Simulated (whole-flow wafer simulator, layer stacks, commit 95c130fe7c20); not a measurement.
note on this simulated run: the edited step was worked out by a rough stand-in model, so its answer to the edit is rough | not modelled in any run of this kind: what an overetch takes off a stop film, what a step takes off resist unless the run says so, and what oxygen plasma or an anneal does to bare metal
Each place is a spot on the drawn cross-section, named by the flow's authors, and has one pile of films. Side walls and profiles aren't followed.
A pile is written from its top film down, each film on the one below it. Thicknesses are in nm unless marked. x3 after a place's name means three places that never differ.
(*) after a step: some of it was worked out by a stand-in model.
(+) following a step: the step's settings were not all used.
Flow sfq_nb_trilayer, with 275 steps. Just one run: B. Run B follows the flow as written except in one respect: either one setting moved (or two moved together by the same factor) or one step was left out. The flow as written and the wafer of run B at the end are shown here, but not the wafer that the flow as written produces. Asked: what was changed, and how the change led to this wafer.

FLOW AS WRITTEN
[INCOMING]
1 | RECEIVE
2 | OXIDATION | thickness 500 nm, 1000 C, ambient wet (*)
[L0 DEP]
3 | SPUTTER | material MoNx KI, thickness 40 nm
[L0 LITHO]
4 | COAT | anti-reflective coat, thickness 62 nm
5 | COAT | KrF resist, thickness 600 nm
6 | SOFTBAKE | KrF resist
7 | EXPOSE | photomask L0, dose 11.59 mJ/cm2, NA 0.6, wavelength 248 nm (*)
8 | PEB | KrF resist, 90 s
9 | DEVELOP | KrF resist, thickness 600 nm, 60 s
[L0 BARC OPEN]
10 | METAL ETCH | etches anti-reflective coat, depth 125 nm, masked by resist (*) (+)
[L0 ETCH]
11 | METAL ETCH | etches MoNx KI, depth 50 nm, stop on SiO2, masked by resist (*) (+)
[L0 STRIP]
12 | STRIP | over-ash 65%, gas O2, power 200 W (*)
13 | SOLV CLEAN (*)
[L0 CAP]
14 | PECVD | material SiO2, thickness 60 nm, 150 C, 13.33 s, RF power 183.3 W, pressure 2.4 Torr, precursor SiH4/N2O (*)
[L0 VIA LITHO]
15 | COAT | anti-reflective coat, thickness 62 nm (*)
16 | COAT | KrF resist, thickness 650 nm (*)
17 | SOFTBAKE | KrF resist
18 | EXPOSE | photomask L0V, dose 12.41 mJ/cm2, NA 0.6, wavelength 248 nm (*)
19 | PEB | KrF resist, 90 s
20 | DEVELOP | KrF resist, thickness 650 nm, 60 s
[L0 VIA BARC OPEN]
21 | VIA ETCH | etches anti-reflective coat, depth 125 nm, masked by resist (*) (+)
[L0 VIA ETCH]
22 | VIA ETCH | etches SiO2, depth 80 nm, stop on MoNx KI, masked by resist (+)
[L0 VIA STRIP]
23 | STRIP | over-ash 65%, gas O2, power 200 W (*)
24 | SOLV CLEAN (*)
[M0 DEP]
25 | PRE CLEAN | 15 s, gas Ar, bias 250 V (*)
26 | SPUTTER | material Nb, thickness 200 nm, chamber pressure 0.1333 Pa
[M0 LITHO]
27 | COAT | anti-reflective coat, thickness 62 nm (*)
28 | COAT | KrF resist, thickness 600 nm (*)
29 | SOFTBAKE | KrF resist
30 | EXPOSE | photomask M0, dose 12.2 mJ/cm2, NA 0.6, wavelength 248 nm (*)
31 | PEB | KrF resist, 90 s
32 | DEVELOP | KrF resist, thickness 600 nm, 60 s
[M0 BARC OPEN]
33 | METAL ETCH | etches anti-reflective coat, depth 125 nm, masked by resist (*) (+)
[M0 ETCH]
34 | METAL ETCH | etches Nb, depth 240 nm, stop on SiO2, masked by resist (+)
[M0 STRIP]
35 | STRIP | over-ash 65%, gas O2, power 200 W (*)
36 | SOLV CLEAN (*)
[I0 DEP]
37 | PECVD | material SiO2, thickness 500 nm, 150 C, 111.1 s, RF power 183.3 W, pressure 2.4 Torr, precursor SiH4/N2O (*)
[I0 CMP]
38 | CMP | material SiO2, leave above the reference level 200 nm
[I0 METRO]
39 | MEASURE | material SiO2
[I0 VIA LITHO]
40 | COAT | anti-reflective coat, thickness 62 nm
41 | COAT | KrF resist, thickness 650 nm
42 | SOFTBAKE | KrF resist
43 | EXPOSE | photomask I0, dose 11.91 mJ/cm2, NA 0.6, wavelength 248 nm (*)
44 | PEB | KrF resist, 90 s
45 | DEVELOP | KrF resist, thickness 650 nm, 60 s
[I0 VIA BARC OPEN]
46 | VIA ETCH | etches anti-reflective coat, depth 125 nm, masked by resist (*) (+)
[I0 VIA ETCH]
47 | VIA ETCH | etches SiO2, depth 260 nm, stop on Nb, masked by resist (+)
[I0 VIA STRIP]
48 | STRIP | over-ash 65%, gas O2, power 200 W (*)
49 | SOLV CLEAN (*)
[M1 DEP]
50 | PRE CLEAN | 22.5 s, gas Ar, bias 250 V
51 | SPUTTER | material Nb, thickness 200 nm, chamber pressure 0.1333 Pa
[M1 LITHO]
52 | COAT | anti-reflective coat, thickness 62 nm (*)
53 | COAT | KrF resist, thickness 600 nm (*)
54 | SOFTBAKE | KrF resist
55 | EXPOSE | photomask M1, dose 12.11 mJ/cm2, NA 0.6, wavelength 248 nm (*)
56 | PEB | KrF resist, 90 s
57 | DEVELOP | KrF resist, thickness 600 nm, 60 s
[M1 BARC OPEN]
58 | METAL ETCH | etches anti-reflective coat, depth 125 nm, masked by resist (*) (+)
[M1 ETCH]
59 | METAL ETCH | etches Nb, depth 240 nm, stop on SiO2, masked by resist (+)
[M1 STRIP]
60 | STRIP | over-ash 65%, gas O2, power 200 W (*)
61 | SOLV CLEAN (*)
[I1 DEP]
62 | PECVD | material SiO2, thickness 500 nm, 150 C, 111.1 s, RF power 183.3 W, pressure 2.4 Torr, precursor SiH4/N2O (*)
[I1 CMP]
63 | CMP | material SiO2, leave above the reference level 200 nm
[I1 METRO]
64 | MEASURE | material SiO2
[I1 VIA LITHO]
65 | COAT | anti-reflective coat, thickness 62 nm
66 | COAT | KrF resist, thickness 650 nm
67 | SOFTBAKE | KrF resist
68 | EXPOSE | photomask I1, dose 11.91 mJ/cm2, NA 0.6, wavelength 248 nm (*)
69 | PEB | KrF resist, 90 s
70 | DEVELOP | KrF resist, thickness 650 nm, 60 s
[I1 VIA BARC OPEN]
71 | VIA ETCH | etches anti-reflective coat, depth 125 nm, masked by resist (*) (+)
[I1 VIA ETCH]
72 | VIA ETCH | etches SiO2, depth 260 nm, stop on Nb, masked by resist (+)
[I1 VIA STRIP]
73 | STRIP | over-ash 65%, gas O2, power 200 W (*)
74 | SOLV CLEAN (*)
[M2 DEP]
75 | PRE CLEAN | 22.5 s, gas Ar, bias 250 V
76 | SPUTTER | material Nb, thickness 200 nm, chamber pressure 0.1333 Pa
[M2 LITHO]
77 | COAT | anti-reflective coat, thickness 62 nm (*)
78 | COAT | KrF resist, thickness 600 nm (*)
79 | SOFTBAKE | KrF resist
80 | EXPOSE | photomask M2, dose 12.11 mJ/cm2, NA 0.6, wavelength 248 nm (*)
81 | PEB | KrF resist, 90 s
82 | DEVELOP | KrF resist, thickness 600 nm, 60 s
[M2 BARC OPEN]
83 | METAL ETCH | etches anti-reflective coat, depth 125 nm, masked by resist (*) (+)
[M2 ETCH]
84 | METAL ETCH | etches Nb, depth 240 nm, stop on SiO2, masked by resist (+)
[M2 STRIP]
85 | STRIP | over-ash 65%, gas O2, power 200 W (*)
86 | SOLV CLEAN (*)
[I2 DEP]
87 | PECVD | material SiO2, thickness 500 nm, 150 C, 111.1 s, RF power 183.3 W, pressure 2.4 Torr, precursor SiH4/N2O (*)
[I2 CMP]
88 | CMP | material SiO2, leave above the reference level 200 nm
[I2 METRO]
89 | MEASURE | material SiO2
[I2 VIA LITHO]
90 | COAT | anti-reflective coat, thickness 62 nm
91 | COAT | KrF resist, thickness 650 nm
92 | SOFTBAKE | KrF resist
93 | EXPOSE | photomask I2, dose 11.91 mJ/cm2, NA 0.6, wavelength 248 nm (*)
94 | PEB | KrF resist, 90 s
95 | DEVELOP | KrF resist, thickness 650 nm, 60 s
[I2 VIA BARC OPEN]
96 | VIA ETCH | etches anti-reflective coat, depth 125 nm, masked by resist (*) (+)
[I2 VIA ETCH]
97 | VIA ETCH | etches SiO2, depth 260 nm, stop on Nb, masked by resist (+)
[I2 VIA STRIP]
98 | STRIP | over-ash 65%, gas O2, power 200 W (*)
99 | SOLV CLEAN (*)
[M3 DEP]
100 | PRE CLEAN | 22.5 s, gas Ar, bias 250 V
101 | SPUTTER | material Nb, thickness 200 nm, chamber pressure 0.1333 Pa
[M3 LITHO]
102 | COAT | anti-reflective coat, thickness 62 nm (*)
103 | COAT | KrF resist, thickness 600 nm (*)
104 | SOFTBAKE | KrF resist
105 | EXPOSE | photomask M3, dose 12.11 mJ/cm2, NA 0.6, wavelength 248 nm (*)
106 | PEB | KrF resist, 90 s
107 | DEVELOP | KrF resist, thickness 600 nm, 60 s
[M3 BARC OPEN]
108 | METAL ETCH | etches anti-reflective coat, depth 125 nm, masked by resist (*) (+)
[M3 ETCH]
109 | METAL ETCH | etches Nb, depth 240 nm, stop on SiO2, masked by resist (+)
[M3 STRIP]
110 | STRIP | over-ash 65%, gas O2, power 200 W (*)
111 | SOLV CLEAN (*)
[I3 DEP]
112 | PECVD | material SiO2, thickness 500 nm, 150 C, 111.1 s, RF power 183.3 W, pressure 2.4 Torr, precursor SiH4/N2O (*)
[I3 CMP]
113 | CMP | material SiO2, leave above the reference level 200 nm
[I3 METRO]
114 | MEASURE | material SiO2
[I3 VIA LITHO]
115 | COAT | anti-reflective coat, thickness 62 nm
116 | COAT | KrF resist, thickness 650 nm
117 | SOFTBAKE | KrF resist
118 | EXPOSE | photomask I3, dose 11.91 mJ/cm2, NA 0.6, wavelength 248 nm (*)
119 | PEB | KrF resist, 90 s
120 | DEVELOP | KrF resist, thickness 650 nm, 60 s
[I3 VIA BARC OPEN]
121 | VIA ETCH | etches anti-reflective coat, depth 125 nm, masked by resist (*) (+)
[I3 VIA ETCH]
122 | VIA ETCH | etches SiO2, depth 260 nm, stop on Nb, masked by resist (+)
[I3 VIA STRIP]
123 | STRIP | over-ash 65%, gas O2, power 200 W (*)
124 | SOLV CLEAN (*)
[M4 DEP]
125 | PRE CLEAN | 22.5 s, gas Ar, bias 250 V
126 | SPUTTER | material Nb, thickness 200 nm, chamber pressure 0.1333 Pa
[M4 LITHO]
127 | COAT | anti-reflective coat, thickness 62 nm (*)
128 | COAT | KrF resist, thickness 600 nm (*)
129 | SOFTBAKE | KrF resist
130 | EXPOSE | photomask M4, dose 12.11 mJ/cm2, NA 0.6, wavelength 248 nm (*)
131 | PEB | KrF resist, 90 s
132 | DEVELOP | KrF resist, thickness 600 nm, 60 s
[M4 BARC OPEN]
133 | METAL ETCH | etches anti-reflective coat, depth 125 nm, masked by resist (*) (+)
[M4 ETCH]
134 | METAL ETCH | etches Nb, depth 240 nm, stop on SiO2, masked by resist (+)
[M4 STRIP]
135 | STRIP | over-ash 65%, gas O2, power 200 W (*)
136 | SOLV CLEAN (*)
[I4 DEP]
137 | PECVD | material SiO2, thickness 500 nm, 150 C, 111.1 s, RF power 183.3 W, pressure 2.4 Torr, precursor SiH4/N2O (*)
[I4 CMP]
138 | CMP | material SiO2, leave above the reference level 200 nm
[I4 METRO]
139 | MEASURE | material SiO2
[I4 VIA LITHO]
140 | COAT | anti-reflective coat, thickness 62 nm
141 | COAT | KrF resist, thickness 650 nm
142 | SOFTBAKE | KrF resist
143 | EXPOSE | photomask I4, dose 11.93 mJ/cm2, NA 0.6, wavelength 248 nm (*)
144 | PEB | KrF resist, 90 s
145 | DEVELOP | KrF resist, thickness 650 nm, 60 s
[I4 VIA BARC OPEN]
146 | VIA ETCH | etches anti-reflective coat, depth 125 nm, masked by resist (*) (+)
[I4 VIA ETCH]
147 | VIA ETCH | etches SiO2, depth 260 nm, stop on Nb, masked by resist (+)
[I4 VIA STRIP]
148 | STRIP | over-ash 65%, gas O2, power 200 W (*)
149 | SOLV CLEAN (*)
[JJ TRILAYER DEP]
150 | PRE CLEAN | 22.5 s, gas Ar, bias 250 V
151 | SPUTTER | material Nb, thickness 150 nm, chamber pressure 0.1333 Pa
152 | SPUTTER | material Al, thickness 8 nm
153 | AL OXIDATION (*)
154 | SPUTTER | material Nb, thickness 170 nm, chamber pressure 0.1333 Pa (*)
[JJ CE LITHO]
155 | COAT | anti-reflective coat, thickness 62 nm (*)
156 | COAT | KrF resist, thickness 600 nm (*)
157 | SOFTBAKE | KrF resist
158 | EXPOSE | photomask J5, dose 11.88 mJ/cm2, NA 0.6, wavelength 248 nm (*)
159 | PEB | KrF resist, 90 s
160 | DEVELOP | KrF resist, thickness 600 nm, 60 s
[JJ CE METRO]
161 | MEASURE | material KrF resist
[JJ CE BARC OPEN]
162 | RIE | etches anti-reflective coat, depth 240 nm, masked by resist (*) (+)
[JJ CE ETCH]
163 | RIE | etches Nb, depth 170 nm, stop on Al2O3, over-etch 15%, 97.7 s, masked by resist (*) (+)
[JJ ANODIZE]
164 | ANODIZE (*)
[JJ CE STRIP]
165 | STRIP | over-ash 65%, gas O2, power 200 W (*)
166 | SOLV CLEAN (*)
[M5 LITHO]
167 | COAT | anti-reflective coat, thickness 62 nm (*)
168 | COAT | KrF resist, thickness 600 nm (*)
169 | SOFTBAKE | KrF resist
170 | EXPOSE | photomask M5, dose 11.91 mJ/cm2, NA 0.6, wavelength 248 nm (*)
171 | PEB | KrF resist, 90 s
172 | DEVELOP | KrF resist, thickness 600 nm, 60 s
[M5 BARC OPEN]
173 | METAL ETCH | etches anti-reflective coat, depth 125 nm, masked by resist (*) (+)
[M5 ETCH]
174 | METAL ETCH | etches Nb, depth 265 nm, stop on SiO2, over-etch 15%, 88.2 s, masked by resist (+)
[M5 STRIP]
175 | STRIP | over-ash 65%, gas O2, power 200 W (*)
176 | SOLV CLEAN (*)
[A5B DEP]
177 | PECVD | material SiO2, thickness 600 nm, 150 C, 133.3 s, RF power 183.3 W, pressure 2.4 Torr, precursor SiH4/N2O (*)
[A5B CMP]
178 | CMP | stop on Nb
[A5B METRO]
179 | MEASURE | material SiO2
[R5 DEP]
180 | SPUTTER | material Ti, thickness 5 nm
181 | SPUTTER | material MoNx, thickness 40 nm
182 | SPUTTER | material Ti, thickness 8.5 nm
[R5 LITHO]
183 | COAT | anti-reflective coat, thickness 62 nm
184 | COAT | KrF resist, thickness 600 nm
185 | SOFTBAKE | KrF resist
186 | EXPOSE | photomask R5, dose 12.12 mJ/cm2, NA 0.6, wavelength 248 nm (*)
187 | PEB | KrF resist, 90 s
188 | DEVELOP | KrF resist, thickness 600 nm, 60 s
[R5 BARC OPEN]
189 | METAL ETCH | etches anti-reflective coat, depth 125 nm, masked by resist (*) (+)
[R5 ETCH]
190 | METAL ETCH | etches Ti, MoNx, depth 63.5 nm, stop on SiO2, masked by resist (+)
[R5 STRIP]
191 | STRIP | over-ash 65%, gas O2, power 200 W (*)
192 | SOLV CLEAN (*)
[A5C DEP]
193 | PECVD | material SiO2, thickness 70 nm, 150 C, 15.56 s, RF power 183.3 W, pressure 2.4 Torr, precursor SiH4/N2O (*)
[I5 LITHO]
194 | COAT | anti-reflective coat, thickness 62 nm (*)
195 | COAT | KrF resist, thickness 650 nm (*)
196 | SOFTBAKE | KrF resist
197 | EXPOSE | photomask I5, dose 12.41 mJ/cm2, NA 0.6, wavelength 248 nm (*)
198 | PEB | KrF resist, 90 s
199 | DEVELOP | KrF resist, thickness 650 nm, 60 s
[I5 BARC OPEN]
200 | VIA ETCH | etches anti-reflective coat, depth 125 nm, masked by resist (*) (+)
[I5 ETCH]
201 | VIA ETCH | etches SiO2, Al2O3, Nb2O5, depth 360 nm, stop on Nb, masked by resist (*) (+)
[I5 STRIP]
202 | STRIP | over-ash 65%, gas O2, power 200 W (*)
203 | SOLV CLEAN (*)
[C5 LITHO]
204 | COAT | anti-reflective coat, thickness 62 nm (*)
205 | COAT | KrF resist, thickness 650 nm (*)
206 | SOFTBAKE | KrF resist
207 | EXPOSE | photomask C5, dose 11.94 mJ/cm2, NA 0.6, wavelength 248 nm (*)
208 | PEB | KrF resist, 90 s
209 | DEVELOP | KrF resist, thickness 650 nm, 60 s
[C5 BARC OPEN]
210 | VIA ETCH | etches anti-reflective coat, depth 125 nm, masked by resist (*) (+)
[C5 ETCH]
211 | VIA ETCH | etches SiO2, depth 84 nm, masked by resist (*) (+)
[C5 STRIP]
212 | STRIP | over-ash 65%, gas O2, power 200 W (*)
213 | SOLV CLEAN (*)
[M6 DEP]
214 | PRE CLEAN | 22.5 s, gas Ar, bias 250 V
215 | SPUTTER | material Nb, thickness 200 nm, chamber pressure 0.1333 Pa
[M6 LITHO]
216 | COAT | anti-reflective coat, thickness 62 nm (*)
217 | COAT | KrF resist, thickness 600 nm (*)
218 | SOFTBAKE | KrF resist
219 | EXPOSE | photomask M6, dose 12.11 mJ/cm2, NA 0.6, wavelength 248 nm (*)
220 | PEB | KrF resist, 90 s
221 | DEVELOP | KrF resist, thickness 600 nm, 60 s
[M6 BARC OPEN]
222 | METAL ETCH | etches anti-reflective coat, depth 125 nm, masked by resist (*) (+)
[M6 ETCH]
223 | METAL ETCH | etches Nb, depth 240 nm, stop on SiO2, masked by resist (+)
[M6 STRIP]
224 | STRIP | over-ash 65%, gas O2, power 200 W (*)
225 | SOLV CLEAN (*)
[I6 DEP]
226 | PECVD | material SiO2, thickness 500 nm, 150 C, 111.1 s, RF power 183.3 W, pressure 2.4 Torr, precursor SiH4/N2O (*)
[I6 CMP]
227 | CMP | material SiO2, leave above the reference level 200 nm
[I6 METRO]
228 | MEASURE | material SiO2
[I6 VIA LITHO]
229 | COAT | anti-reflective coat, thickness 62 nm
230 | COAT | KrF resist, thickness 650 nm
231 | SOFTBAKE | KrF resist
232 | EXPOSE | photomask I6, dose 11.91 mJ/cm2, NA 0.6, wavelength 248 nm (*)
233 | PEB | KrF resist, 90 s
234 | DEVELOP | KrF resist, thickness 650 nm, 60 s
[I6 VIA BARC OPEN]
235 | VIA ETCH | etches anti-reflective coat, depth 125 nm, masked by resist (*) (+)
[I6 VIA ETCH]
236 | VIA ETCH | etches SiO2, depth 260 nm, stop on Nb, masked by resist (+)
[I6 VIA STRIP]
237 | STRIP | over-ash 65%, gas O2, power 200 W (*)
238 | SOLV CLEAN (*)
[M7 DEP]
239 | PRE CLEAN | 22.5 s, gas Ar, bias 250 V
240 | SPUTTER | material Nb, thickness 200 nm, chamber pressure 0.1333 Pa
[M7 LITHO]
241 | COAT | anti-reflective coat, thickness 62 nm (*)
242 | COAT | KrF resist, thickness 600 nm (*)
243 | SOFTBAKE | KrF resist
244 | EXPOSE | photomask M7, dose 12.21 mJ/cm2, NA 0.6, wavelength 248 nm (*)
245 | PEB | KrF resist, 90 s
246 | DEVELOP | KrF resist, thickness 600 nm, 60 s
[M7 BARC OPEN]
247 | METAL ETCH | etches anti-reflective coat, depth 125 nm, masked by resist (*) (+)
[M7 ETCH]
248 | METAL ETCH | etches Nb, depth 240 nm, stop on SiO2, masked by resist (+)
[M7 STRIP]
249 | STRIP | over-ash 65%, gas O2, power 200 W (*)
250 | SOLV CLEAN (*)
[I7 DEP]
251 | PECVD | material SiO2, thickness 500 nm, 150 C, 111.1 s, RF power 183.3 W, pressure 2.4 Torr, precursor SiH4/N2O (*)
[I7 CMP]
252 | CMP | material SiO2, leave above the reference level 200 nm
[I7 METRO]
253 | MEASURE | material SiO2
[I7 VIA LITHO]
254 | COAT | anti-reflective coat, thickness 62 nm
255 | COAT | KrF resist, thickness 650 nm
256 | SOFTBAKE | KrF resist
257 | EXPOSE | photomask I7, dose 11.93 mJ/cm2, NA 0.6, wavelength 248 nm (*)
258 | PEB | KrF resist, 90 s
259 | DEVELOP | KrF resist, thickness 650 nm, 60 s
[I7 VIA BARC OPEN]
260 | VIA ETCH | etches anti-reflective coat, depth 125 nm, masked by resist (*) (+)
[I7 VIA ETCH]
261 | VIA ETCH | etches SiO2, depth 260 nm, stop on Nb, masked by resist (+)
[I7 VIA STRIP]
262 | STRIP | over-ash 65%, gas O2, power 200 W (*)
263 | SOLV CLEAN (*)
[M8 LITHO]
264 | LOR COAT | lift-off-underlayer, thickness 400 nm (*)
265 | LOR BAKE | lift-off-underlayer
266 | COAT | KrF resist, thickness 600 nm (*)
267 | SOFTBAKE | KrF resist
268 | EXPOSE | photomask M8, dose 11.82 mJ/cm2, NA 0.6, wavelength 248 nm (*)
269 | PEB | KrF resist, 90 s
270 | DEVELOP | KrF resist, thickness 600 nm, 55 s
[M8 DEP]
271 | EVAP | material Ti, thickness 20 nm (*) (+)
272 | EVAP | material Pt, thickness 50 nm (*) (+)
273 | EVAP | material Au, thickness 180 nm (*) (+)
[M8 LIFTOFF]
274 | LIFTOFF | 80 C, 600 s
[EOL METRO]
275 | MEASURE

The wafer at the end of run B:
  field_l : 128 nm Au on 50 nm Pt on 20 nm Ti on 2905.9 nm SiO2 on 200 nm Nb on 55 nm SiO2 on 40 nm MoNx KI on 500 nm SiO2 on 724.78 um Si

Cause: step 273, EVAP: thickness 128 nm was run, while the flow as written has thickness 180 nm.
The wafer itself shows it: field_l has Au 128, and step 273 as written asks for 180 nm.

Step by step, how the change led to this:
  273 | EVAP | material Au, thickness 180 nm (*) (+)
      field_l, v_sur, via_wl and 103 more: Au gains 128 (new film) (as written it would have been: Au gains 180 (new film))
  274 | LIFTOFF | 80 C, 600 s
      p4_fl, p4_fm, p4_w1 and 71 more: Au loses 128 (all of it), Pt loses 50 (all of it), Ti loses 20 (all of it), KrF resist loses 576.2 (all of it), lift-off-underlayer loses 400 (all of it) (as written it would have been: Au loses 180 (all of it), Pt loses 50 (all of it), Ti loses 20 (all of it), KrF resist loses 576.2 (all of it), lift-off-underlayer loses 400 (all of it))
      c5j, ce_r: Au loses 128 (all of it), Pt loses 50 (all of it), Ti loses 20 (all of it), KrF resist loses 573.3 (all of it), lift-off-underlayer loses 399.3 (all of it) (as written it would have been: Au loses 180 (all of it), Pt loses 50 (all of it), Ti loses 20 (all of it), KrF resist loses 573.3 (all of it), lift-off-underlayer loses 399.3 (all of it))
      (as well as at 19 more places)
